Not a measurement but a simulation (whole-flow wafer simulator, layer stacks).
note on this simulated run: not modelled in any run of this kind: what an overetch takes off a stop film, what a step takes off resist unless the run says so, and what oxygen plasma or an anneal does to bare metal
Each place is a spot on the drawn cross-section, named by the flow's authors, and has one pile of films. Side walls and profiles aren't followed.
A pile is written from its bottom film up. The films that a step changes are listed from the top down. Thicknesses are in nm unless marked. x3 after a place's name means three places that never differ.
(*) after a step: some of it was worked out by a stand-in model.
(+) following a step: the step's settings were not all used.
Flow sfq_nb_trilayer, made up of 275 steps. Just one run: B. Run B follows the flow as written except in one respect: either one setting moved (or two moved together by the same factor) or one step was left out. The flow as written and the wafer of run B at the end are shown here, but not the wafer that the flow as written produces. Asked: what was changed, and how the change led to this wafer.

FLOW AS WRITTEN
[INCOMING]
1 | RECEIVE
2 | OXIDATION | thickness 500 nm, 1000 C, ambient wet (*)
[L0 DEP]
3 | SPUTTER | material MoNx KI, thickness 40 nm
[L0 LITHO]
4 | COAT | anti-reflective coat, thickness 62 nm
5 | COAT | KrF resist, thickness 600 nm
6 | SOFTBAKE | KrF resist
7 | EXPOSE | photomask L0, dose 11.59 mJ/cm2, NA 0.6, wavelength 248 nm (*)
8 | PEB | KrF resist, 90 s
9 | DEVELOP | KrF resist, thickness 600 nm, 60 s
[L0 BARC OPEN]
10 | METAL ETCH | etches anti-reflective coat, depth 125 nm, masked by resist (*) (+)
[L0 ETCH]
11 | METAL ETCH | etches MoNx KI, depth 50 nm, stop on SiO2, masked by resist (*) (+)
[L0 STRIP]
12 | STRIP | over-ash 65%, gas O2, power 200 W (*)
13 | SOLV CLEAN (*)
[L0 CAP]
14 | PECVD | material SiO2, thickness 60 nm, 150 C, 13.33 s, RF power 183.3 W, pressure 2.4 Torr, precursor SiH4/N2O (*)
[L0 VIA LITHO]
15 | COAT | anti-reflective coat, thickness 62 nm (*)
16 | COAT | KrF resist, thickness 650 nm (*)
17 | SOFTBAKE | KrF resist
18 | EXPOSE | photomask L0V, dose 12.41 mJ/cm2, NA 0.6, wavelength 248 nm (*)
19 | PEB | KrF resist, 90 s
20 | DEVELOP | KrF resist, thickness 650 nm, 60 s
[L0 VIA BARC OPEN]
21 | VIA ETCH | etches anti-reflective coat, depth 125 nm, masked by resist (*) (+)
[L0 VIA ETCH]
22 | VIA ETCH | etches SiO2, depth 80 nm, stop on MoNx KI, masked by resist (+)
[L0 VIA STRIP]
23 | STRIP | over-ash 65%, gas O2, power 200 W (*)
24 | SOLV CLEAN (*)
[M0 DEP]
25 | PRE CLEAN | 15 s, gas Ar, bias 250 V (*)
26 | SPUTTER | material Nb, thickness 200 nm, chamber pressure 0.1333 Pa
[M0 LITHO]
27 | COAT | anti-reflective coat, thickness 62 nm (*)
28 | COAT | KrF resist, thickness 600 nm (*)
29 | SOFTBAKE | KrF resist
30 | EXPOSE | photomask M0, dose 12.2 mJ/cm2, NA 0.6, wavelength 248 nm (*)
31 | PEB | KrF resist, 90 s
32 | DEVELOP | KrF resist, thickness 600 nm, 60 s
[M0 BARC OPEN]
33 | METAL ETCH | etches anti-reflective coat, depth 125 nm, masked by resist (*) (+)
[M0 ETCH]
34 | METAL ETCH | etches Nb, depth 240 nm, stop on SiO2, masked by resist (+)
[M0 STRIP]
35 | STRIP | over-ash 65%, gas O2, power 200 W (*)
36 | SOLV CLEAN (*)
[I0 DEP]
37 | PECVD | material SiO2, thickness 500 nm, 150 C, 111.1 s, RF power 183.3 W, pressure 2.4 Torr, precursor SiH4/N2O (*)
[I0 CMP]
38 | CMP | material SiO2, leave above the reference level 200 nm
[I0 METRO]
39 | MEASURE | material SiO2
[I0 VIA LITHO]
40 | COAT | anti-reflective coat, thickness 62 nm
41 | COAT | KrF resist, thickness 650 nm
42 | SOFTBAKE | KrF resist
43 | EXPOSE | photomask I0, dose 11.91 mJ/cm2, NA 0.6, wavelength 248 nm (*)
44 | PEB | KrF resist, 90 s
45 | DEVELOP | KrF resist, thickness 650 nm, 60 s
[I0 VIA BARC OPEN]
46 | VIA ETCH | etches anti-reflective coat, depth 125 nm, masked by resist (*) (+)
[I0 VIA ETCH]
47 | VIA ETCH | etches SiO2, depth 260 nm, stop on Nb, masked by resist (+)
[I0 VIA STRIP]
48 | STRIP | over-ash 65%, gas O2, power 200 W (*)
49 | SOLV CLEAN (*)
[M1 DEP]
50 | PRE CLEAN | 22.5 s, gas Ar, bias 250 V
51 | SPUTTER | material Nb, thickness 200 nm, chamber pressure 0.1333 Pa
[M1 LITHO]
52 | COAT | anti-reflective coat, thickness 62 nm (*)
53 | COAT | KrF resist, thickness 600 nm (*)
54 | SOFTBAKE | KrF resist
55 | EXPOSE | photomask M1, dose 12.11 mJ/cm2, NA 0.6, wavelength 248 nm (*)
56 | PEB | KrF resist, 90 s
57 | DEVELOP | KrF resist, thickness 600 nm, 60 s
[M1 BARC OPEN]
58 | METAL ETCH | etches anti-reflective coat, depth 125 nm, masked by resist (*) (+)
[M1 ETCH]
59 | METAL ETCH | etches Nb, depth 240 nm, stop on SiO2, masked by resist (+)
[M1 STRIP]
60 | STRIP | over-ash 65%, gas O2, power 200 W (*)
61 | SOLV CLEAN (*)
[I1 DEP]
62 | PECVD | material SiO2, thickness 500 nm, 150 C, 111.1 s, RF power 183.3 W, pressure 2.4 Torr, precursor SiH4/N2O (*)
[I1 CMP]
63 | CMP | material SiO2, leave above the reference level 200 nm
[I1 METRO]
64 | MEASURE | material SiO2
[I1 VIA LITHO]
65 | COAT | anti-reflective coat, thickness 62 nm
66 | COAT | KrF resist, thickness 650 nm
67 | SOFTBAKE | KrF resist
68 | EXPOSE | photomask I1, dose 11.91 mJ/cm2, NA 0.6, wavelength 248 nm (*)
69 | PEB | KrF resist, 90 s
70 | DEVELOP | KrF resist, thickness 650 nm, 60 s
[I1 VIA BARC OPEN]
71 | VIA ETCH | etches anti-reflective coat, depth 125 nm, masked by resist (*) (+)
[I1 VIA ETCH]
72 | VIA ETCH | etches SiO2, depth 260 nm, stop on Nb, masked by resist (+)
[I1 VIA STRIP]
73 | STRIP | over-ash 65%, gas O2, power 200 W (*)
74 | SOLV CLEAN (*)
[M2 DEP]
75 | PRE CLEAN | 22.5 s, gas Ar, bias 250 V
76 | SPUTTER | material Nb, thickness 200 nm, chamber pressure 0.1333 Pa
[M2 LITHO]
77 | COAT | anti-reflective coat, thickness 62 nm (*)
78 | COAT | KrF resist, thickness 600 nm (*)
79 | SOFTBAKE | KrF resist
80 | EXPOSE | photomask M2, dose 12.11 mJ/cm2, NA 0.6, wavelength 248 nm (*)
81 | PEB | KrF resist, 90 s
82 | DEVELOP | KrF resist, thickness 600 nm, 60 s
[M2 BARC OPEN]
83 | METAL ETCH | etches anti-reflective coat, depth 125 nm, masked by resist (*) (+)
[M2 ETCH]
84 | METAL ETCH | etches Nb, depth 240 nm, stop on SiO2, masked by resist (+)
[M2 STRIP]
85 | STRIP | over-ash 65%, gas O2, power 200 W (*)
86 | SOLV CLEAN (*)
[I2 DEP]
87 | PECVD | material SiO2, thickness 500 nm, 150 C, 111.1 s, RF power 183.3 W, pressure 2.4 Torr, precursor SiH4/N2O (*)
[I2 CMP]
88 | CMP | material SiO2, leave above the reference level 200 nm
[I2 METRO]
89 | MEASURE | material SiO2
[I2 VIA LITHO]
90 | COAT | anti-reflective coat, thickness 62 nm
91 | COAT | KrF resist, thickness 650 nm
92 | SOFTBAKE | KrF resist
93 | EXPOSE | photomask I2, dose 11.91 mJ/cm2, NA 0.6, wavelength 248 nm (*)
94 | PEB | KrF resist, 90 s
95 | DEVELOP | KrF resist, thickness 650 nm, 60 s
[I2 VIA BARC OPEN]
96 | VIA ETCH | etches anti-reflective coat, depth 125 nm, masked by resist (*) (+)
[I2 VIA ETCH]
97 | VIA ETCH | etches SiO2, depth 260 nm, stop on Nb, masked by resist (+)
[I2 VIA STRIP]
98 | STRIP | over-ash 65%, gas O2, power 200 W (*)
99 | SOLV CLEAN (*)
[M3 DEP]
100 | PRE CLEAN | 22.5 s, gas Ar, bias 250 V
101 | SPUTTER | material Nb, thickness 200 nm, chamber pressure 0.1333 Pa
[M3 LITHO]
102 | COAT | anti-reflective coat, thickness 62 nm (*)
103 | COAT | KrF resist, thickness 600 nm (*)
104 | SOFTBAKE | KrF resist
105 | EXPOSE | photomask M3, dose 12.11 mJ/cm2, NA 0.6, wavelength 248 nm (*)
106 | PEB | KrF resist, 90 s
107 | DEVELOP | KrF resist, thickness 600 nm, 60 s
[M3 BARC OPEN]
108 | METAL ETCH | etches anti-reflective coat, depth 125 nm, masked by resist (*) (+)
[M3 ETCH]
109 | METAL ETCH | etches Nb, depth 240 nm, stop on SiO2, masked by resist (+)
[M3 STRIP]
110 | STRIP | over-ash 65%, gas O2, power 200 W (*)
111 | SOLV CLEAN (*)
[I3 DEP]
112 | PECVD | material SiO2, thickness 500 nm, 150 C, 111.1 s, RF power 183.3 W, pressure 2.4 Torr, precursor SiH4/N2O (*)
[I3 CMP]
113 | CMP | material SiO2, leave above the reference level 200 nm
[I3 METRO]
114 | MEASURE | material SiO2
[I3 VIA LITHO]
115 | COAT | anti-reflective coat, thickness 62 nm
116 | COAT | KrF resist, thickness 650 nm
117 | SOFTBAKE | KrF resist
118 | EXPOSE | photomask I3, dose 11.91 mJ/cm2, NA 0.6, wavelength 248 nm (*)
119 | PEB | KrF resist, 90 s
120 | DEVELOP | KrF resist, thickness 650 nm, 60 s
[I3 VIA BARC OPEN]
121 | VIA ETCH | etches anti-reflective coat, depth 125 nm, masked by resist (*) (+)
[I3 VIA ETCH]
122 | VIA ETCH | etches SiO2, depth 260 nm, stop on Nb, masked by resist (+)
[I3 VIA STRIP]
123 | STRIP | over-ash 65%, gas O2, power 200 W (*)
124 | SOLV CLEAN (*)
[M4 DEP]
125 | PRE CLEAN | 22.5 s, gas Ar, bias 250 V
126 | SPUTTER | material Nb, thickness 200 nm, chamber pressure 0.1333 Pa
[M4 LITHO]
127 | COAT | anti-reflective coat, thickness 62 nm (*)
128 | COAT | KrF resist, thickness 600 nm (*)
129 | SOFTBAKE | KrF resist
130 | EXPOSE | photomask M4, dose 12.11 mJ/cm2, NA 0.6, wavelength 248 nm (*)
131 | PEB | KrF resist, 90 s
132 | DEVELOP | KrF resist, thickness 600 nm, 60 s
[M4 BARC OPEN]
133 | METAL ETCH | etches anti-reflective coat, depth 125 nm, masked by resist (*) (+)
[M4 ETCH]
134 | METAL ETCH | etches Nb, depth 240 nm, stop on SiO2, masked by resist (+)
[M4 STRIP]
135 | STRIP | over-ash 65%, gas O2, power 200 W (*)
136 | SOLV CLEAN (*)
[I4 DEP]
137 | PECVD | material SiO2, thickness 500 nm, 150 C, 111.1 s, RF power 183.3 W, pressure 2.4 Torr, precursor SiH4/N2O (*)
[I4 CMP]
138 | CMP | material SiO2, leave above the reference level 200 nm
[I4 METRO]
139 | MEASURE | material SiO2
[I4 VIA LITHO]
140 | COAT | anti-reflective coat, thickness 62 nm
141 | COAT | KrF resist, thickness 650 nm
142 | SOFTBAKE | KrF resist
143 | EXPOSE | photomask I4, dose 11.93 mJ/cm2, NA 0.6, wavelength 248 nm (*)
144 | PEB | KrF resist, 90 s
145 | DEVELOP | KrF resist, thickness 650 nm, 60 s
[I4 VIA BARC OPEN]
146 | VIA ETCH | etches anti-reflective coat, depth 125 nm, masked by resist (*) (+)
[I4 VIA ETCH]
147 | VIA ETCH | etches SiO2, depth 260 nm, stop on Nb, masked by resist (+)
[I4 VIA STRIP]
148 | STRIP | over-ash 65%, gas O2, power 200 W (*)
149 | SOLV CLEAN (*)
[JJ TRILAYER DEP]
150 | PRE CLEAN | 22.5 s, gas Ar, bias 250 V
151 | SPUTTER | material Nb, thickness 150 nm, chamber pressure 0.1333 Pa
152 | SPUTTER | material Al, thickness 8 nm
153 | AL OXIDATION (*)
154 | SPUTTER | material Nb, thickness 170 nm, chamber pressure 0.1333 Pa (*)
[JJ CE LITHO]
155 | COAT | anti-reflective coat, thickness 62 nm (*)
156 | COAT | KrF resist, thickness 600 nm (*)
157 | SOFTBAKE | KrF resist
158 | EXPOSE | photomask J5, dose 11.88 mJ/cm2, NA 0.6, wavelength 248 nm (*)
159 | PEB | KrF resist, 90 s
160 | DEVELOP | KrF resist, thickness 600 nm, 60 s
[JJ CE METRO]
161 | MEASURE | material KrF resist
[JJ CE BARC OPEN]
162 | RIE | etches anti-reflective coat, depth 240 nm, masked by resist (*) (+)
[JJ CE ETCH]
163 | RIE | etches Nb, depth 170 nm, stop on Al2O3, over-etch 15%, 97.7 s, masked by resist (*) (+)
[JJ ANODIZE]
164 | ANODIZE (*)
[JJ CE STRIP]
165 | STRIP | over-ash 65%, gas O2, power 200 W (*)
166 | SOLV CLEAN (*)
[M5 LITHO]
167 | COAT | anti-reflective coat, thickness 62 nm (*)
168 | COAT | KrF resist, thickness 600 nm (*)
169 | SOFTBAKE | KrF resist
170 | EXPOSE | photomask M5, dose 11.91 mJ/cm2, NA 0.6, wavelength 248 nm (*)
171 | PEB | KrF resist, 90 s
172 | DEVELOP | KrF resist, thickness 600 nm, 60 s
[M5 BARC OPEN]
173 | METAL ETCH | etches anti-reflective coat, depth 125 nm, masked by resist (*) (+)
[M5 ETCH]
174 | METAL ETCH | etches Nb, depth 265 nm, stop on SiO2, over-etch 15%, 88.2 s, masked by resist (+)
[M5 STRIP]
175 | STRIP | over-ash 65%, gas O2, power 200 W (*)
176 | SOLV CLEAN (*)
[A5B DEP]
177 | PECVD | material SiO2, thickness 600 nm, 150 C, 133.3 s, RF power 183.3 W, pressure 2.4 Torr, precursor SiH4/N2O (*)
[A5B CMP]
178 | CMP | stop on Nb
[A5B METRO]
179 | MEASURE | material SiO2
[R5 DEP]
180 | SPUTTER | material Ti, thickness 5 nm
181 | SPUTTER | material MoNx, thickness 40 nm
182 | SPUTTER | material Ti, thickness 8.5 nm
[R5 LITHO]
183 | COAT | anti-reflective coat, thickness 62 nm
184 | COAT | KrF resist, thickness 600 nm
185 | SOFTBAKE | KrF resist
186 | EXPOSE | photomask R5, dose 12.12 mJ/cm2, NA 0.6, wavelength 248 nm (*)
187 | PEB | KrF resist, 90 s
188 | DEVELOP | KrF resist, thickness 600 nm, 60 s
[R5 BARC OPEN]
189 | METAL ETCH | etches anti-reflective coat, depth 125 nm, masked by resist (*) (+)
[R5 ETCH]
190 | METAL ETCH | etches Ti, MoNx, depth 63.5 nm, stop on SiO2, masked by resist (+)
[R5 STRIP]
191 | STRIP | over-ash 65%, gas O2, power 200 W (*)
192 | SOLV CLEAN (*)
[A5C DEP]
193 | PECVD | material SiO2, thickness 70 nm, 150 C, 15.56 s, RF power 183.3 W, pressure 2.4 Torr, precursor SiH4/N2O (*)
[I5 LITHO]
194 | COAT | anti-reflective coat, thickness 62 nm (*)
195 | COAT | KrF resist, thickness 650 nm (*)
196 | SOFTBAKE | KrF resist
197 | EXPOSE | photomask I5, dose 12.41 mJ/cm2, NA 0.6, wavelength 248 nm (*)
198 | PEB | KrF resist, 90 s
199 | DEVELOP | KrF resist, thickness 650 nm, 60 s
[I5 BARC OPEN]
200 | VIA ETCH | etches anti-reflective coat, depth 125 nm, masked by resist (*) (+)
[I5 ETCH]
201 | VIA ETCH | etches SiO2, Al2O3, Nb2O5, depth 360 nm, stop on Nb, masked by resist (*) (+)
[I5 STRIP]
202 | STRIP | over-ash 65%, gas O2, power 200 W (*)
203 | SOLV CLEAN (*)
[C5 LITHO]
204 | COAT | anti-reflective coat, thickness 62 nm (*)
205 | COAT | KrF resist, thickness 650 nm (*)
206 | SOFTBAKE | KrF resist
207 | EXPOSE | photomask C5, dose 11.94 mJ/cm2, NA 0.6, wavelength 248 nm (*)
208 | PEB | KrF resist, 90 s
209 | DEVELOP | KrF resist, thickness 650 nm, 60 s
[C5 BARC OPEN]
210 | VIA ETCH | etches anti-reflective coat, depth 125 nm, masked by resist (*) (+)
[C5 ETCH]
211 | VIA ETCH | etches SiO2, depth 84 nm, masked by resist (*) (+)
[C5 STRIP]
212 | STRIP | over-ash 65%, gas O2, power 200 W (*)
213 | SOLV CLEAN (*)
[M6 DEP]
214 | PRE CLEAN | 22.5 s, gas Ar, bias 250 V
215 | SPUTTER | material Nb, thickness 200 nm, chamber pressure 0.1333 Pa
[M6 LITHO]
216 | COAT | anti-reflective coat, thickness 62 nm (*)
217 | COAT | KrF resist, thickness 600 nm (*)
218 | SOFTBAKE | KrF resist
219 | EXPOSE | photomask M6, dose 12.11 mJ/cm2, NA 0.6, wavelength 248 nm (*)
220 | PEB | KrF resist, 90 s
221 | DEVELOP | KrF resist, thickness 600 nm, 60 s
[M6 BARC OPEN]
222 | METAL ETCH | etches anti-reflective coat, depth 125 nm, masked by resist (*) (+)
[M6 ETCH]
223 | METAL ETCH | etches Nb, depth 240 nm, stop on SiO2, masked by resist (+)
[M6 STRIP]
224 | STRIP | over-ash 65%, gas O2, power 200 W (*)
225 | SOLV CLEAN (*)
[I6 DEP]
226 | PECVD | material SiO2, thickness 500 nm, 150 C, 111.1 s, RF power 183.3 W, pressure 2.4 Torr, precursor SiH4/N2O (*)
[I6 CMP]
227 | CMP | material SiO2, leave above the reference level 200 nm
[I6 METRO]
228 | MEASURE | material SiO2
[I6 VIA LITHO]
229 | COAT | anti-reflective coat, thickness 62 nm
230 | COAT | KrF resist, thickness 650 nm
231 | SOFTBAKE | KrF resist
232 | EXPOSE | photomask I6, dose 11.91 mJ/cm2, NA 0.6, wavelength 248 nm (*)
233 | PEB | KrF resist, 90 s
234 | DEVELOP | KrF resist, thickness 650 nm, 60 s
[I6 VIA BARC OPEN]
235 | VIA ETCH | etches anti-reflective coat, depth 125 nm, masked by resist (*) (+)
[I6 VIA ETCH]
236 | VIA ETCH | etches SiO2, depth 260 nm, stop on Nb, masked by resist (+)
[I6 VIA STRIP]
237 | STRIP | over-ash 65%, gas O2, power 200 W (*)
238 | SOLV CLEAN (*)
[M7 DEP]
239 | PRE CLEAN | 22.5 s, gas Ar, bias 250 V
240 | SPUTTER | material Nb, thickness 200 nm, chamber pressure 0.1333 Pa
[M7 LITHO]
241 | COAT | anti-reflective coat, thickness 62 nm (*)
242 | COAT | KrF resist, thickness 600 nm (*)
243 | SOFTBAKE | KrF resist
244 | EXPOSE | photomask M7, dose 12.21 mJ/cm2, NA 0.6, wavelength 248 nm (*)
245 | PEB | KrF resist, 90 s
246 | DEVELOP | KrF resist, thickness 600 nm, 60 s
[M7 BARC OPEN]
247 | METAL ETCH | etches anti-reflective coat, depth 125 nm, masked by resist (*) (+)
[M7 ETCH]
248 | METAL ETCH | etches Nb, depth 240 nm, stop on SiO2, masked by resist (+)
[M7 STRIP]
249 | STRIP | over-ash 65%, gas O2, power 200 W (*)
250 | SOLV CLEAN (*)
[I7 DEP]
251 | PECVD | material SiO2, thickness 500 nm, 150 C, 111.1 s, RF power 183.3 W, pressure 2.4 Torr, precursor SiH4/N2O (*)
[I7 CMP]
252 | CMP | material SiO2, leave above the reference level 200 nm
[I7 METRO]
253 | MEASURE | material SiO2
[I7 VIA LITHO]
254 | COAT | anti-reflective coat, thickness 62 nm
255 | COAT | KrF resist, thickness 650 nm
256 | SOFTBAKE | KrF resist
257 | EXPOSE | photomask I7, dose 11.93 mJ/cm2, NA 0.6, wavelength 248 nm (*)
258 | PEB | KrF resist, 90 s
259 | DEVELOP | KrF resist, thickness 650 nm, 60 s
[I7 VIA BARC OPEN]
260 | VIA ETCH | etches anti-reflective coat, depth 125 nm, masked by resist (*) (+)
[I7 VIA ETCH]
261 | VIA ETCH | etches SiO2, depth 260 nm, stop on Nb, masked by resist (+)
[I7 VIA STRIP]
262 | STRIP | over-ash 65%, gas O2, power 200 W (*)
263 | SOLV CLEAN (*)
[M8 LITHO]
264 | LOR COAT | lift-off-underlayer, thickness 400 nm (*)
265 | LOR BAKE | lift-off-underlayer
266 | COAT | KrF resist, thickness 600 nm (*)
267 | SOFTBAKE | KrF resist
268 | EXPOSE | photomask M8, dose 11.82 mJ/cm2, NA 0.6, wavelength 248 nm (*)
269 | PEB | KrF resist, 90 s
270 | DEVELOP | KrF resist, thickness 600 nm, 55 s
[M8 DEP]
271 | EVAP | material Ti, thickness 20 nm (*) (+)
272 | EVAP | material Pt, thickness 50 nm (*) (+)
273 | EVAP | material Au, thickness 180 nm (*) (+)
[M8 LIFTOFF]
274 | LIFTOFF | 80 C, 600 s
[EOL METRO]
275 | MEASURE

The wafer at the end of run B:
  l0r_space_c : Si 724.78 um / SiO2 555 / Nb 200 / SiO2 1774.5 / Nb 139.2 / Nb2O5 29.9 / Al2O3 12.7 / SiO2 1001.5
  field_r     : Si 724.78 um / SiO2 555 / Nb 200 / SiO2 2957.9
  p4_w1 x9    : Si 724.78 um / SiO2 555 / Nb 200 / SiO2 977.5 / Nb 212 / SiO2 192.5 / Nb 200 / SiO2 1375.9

The reason: step 101, SPUTTER: thickness 212 nm was run, while the flow as written has thickness 200 nm.
The wafer lets one read it off: p4_w1 x9 has Nb 212, and step 101 as written asks for 200 nm.

The path from the change to this, step by step:
  101 | SPUTTER | material Nb, thickness 200 nm, chamber pressure 0.1333 Pa
      field_l, v_sur, via_wl and 102 more: Nb gains 212 (new film) (as written it would have been: Nb gains 200 (new film))
      via_w: Nb gains 175.6 (as written it would have been: Nb gains 165.5)
  109 | METAL ETCH | etches Nb, depth 240 nm, stop on SiO2, masked by resist (+)
      field_l, be, be_sur and 72 more: Nb loses 212 (all of it) (as written it would have been: Nb loses 200 (all of it))
  112 | PECVD | material SiO2, thickness 500 nm, 150 C, 111.1 s, RF power 183.3 W, pressure 2.4 Torr, precursor SiH4/N2O (*)
      p4_g1 x2, p3_s0 x6: SiO2 gains 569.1 (as written it would have been: SiO2 gains 557.1)
  113 | CMP | material SiO2, leave above the reference level 200 nm
      field_l, be, be_sur and 64 more: SiO2 loses 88 (as written it would have been: SiO2 loses 100)
